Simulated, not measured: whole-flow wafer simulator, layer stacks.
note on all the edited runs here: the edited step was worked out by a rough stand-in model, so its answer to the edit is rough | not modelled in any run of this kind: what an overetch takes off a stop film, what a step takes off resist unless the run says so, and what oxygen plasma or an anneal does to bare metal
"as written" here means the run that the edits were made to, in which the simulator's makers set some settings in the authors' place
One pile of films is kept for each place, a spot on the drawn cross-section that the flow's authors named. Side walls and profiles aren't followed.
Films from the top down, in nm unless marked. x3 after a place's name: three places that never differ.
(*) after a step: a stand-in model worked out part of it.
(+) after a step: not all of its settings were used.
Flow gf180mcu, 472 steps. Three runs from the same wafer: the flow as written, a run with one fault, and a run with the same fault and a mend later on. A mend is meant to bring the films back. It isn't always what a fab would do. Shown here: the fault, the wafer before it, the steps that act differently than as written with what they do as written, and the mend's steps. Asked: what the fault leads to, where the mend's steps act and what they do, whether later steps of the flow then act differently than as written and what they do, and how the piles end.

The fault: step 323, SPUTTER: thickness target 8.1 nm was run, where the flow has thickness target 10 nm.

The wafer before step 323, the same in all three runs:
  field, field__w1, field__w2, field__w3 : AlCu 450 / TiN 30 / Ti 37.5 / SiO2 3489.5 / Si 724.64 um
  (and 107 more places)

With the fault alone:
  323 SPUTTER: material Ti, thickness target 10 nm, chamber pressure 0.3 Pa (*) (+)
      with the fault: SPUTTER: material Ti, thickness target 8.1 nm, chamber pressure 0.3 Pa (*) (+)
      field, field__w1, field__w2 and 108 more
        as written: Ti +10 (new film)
        with the fault: Ti +8.1 (new film)
  Later steps of the flow that act differently than as written (4 more steps differ only slightly, by at most 2% or 0.5 nm, whichever is larger, and aren't shown):
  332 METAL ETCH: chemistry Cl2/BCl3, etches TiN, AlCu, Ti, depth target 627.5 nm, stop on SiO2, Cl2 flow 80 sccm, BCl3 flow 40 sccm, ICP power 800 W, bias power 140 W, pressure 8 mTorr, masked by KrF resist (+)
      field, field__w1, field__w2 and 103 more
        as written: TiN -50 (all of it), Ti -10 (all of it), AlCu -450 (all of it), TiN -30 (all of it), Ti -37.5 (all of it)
        with the fault: TiN -50 (all of it), Ti -8.1 (all of it), AlCu -450 (all of it), TiN -30 (all of it), Ti -37.5 (all of it)
  At the end the piles differ from the flow's by more than 2% or 0.5 nm, whichever is larger, at field__w8, contact, m1, m1__w1, m1_nw.
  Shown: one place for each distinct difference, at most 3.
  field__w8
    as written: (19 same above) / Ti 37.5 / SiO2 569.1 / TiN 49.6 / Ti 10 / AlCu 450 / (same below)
    with the fault: (19 same above) / Ti 37.5 / SiO2 571 / TiN 49.6 / Ti 8.1 / AlCu 450 / (same below)
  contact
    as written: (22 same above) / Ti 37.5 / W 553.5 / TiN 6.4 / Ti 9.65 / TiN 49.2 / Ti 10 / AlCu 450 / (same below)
    with the fault: (22 same above) / Ti 37.5 / W 555.4 / TiN 6.4 / Ti 9.64 / TiN 49.2 / Ti 8.1 / AlCu 450 / (same below)

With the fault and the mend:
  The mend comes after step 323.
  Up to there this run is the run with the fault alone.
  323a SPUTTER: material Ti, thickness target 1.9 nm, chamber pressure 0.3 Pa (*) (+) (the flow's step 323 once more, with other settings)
      field, field__w1, field__w2 and 108 more
        Ti +1.9
  No later step of the flow acts differently than as written at any place that is followed.
  At the end the piles are the same as the flow's at every place that both follow.
